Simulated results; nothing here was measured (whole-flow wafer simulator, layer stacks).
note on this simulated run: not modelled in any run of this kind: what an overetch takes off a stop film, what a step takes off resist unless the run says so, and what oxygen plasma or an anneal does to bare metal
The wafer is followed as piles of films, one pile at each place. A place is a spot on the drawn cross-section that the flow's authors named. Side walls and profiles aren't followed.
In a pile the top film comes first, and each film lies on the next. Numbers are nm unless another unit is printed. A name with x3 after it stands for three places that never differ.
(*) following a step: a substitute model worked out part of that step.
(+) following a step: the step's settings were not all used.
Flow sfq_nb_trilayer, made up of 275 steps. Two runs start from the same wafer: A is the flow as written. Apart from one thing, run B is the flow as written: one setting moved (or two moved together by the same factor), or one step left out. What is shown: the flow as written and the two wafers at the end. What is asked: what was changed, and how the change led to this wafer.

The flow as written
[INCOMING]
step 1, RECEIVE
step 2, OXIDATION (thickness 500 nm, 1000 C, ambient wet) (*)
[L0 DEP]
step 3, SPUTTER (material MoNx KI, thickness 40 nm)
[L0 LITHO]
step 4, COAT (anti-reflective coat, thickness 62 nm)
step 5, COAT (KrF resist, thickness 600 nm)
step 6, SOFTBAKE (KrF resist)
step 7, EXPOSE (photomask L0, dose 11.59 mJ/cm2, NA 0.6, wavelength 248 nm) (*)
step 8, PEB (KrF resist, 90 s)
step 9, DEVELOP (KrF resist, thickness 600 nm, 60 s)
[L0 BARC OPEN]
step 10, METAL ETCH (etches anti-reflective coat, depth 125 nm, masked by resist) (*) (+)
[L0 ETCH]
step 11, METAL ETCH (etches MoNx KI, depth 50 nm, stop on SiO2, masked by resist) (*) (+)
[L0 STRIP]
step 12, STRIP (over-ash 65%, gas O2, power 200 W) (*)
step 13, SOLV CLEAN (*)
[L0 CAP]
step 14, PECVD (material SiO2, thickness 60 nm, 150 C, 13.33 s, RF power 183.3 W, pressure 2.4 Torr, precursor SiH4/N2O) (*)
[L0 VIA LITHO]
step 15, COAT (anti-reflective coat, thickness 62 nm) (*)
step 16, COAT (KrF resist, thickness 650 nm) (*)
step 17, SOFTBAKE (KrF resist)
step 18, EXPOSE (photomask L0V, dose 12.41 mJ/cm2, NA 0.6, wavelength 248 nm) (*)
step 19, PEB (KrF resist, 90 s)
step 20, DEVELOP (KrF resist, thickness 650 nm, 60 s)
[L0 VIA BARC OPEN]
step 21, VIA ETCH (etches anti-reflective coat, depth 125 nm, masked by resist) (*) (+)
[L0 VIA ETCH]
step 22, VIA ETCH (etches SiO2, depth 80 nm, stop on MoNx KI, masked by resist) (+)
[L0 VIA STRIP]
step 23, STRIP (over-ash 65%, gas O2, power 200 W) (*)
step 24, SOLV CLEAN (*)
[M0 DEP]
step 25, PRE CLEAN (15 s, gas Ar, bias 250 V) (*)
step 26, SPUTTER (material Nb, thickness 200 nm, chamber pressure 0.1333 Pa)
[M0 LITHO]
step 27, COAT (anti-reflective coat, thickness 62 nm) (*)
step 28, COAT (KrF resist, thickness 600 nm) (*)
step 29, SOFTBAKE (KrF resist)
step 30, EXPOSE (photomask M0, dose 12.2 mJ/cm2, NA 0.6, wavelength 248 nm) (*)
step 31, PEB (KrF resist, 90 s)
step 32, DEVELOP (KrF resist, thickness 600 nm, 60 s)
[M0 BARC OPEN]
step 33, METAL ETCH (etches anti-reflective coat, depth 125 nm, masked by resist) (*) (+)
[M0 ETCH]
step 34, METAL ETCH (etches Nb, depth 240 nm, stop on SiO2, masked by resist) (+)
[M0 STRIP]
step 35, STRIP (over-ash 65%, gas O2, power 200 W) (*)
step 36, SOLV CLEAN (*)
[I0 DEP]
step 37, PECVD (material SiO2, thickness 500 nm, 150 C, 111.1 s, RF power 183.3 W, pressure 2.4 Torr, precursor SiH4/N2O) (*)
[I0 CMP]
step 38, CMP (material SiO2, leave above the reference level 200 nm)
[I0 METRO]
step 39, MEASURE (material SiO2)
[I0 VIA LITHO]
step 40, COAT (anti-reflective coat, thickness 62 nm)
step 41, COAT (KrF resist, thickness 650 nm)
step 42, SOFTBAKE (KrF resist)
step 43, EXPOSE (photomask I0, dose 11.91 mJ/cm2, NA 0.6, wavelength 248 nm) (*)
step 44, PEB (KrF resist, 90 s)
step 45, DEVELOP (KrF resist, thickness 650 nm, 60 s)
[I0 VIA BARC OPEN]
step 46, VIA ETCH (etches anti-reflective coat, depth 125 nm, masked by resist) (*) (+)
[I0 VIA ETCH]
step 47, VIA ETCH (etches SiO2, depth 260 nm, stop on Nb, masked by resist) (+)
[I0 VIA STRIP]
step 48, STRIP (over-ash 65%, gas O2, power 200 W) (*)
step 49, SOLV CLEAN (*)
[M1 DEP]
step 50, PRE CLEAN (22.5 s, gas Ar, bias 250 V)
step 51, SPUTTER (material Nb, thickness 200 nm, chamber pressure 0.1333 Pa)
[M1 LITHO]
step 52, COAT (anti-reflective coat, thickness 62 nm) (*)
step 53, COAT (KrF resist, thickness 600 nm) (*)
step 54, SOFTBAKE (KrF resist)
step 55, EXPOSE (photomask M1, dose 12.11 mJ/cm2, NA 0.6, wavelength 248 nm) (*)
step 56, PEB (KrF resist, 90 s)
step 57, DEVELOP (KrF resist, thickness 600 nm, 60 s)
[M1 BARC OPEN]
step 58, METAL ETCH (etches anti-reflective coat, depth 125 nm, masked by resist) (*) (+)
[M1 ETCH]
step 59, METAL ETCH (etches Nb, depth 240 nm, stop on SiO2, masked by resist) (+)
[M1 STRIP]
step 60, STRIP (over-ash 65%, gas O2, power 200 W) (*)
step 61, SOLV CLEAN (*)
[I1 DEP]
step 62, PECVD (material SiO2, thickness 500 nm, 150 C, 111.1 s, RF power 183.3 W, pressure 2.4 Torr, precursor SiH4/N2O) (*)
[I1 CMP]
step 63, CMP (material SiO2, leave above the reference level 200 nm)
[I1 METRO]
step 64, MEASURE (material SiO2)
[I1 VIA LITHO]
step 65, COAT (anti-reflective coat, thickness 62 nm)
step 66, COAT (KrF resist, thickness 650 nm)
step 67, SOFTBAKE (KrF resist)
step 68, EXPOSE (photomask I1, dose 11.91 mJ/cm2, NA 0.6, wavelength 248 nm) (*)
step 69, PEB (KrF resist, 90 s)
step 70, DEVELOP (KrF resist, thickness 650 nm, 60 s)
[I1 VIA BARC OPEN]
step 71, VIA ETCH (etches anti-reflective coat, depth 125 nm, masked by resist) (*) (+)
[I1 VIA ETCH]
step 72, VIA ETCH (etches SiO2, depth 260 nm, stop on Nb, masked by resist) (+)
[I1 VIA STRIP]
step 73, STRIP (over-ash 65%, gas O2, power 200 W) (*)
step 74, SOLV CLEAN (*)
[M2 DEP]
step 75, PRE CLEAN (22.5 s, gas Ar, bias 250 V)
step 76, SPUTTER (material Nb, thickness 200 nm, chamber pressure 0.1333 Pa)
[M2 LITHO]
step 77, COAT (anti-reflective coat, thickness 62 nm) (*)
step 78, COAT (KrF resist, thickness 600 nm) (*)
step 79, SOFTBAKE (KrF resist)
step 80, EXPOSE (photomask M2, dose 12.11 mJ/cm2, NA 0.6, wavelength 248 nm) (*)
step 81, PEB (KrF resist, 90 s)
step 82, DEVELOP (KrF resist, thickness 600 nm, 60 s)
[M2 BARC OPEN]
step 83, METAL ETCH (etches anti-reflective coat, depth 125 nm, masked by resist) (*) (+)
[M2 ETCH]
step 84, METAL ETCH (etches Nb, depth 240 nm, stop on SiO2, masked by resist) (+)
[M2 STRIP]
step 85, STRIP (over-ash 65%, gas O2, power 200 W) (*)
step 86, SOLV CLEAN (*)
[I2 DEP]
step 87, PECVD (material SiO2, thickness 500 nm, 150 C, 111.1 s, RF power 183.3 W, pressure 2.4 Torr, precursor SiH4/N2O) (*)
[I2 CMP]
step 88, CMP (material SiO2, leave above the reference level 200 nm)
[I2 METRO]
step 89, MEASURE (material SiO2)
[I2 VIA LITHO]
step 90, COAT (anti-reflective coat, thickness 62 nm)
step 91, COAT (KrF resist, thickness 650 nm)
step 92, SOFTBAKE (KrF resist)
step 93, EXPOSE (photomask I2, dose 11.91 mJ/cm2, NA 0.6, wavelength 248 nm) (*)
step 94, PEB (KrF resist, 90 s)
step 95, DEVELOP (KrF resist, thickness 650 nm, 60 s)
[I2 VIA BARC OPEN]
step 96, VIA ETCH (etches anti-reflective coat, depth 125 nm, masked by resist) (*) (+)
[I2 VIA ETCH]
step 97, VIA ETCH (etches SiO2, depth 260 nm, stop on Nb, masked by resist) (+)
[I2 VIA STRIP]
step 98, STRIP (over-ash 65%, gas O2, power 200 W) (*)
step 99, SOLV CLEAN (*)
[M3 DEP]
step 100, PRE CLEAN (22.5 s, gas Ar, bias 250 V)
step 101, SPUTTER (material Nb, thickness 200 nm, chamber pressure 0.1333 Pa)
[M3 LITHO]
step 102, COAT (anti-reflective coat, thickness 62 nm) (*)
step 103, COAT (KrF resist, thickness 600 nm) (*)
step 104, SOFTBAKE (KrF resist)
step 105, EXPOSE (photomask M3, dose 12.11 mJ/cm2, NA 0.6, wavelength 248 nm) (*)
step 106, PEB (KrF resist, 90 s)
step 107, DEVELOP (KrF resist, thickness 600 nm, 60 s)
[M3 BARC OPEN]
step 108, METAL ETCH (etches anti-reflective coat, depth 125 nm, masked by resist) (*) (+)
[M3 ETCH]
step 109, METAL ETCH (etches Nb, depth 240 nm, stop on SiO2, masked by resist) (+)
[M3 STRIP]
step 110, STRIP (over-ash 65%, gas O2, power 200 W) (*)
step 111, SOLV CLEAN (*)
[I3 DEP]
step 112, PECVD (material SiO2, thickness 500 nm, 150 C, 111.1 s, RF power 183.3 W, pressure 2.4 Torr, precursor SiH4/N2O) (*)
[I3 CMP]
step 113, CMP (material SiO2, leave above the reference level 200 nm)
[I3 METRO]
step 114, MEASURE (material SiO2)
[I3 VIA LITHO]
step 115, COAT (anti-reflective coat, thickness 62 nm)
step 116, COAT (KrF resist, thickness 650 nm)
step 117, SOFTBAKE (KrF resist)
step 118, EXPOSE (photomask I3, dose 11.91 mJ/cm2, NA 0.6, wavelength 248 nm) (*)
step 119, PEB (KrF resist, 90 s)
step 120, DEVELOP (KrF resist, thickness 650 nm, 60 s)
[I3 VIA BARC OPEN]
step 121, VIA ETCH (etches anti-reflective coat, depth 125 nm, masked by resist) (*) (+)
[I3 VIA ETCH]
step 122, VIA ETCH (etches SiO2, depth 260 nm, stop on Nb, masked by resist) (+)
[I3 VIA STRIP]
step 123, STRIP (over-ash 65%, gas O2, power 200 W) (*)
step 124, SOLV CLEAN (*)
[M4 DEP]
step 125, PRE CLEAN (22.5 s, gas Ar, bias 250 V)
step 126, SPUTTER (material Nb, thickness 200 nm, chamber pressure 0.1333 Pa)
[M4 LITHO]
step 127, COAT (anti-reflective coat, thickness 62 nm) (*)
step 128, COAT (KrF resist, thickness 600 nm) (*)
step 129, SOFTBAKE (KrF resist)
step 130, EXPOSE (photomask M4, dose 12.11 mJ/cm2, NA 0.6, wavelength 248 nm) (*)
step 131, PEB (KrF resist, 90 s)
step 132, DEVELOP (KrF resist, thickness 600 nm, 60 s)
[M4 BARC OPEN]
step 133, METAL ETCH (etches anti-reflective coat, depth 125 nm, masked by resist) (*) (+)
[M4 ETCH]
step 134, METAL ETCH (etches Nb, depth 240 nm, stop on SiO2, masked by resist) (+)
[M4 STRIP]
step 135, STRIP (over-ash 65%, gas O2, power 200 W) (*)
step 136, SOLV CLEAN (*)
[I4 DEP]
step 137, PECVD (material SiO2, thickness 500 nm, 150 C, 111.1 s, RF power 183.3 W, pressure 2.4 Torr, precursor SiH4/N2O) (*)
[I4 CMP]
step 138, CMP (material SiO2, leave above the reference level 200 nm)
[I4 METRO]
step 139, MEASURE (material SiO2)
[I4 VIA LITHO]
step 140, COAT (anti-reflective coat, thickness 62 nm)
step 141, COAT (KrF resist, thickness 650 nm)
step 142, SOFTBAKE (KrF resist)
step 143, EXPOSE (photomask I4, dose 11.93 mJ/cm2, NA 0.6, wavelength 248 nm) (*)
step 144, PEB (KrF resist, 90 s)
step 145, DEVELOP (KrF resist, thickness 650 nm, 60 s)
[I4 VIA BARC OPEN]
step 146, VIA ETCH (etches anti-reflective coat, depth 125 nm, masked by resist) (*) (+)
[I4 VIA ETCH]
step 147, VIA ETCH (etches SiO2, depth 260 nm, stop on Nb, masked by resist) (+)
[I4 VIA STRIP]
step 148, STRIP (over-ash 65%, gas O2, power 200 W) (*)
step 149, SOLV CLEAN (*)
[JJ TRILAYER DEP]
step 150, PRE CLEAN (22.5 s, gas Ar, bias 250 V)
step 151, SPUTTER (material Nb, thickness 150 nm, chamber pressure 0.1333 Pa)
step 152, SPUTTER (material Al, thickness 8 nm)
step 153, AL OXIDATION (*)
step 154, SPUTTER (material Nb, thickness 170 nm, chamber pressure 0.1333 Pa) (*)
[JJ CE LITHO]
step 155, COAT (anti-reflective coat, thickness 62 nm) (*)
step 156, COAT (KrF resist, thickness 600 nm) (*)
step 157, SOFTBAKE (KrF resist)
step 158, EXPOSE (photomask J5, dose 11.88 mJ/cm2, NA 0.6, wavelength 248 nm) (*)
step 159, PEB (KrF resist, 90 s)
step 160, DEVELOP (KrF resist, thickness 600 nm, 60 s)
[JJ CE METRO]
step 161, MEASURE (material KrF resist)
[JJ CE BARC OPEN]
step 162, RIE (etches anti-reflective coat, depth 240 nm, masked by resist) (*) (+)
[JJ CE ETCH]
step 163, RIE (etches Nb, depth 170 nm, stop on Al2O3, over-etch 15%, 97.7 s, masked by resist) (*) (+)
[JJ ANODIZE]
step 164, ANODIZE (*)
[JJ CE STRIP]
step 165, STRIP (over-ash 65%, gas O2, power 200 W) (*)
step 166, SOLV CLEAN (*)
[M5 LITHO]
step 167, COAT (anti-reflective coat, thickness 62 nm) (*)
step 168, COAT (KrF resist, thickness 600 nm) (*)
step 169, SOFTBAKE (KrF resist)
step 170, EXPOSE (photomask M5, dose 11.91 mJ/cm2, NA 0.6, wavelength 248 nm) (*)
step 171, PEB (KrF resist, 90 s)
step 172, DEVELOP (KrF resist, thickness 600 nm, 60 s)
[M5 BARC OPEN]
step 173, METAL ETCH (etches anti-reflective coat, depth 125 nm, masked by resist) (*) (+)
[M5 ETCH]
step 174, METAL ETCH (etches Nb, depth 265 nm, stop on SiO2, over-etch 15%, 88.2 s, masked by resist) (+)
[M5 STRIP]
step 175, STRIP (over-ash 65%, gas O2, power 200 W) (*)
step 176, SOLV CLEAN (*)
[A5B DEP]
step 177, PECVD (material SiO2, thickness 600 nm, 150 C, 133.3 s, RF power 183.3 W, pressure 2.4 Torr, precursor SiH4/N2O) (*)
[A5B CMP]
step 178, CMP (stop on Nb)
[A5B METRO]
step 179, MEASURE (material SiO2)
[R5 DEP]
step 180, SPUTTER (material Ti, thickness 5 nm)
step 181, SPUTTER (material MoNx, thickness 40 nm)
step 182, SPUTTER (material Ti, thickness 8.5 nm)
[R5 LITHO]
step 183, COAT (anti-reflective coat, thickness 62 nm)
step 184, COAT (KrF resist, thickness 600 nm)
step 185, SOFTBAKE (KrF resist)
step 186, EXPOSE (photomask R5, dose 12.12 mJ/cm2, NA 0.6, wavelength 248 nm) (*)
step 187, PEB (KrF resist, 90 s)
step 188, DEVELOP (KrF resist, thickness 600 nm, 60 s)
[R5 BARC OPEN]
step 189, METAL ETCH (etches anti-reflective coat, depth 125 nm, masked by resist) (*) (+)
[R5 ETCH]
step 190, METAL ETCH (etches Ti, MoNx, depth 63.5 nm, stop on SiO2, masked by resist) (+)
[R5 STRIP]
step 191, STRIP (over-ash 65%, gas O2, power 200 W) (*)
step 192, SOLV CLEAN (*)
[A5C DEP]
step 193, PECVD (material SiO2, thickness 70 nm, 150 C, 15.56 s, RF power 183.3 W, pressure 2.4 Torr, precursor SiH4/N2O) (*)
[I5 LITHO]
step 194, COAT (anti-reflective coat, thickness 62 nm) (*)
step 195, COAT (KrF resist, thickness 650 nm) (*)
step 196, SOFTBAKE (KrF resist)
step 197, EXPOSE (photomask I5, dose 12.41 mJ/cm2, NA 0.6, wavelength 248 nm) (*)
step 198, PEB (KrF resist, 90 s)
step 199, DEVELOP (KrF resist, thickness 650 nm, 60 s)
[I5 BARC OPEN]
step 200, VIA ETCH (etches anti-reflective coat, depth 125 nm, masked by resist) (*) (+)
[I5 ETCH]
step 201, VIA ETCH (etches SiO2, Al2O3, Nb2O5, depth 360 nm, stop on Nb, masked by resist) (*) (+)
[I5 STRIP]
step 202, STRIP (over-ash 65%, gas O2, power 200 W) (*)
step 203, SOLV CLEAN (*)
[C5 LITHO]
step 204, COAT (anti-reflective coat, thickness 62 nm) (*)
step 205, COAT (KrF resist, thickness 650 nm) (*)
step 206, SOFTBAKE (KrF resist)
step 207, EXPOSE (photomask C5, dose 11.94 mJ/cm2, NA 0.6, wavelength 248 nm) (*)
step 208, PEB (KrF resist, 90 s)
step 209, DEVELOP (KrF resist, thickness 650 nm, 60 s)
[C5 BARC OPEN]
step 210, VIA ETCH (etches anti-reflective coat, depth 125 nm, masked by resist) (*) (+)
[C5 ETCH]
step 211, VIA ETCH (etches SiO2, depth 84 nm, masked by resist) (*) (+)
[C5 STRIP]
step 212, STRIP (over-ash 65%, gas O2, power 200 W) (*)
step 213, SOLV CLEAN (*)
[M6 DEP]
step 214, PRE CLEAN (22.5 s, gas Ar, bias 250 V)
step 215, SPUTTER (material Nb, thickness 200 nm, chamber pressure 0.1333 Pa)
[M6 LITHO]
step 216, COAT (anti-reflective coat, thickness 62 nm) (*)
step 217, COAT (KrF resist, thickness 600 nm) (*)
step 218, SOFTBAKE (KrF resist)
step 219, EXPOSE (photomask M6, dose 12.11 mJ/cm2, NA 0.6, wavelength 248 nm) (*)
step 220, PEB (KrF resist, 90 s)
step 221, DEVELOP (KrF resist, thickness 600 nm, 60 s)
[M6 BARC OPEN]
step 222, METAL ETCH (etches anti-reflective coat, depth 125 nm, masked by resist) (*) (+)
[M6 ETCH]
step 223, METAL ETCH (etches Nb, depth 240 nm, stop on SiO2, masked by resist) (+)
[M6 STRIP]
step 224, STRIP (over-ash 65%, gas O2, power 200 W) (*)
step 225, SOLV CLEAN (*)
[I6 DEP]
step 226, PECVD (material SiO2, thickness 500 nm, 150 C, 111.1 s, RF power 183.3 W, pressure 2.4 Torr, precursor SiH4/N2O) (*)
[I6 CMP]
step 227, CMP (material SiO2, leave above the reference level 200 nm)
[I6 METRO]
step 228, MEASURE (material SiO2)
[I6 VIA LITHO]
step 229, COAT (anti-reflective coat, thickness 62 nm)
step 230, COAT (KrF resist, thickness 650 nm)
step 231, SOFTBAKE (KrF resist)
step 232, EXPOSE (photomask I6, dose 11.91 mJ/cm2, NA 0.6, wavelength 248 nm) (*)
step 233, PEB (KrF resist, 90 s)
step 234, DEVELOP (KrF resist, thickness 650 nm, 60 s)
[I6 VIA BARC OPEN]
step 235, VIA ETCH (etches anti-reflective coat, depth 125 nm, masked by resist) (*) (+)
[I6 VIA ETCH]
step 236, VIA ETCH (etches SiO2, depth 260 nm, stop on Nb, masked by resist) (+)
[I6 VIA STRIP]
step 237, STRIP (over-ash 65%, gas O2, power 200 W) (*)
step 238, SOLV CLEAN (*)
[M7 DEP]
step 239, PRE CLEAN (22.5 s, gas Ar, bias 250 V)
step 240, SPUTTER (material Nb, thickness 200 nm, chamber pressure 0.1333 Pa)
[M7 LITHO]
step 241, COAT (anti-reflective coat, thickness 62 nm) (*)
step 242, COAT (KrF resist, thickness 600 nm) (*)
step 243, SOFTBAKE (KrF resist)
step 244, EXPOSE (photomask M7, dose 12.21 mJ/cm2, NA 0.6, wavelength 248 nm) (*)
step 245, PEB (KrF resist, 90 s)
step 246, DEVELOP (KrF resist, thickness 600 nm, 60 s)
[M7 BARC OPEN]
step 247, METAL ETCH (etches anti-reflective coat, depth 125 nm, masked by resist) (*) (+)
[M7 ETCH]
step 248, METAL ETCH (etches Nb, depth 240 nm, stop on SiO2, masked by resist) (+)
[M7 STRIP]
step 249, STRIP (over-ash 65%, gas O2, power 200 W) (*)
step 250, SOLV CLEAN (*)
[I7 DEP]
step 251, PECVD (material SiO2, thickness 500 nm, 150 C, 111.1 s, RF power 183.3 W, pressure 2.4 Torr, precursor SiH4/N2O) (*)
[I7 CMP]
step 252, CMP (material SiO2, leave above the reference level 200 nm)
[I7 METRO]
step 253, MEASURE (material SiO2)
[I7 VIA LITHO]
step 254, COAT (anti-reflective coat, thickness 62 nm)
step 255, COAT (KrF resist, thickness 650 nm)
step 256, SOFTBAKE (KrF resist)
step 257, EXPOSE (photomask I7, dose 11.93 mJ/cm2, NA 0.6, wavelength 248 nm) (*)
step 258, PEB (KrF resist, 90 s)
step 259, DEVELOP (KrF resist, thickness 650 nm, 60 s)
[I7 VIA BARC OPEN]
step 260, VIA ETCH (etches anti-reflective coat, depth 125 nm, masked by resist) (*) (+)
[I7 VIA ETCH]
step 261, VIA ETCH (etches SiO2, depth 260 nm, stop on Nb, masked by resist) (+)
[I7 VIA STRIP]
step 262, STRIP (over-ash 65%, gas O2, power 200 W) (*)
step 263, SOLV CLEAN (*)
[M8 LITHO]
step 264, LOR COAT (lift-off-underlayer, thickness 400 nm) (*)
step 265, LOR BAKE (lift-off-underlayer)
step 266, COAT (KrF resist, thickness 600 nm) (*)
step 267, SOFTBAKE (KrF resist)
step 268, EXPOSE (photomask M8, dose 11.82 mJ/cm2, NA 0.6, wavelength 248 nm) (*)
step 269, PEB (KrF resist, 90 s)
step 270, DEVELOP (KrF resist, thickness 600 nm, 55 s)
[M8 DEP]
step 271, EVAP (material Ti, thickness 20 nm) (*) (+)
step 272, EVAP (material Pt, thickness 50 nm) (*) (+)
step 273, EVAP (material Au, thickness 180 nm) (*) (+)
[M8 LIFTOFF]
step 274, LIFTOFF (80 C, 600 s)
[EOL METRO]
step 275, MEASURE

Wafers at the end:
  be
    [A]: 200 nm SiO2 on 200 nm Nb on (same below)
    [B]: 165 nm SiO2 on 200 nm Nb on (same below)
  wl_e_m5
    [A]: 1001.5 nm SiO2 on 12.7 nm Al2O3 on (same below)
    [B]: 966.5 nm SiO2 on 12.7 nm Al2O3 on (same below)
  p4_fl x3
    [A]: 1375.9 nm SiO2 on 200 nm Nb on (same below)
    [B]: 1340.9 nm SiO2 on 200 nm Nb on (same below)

What caused this: step 252, CMP: leave above the reference level 165 nm was run, whereas the flow has leave above the reference level 200 nm.
One can read it off the wafer: be has SiO2 165, and step 252 as written asks for 200 nm.

Step by step, how the change led to this:
  step 252, CMP (material SiO2, leave above the reference level 200 nm)
      field_l, p4_fl x3, p4_w1 x9 and 46 more: A -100 SiO2 | B -135 SiO2
      v_sur, via_wl, via_w and 37 more: A -300 SiO2 | B -335 SiO2
      (and at 7 other places as well)
  step 261, VIA ETCH (etches SiO2, depth 260 nm, stop on Nb, masked by resist) (+)
      field_l, v_sur, via_sp and 100 more: A -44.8 KrF resist | B -42.6 KrF resist
      via_wl, via_w, via_wr: A -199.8 SiO2 (all of it) | B -164.8 SiO2 (all of it)
  step 264, LOR COAT (lift-off-underlayer, thickness 400 nm) (*)
      via_wl, via_wr: A +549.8 lift-off-underlayer (new film) | B +523.6 lift-off-underlayer (new film)
      via_w: A +536.4 lift-off-underlayer (new film) | B +512.5 lift-off-underlayer (new film)
  step 270, DEVELOP (KrF resist, thickness 600 nm, 55 s)
      via_wl: A -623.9 KrF resist (all of it), -549.8 lift-off-underlayer (all of it) | B -619.5 KrF resist (all of it), -523.6 lift-off-underlayer (all of it)
      via_w: A -635.4 KrF resist (all of it), -536.4 lift-off-underlayer (all of it) | B -629 KrF resist (all of it), -512.5 lift-off-underlayer (all of it)
      (and at 1 other place as well)
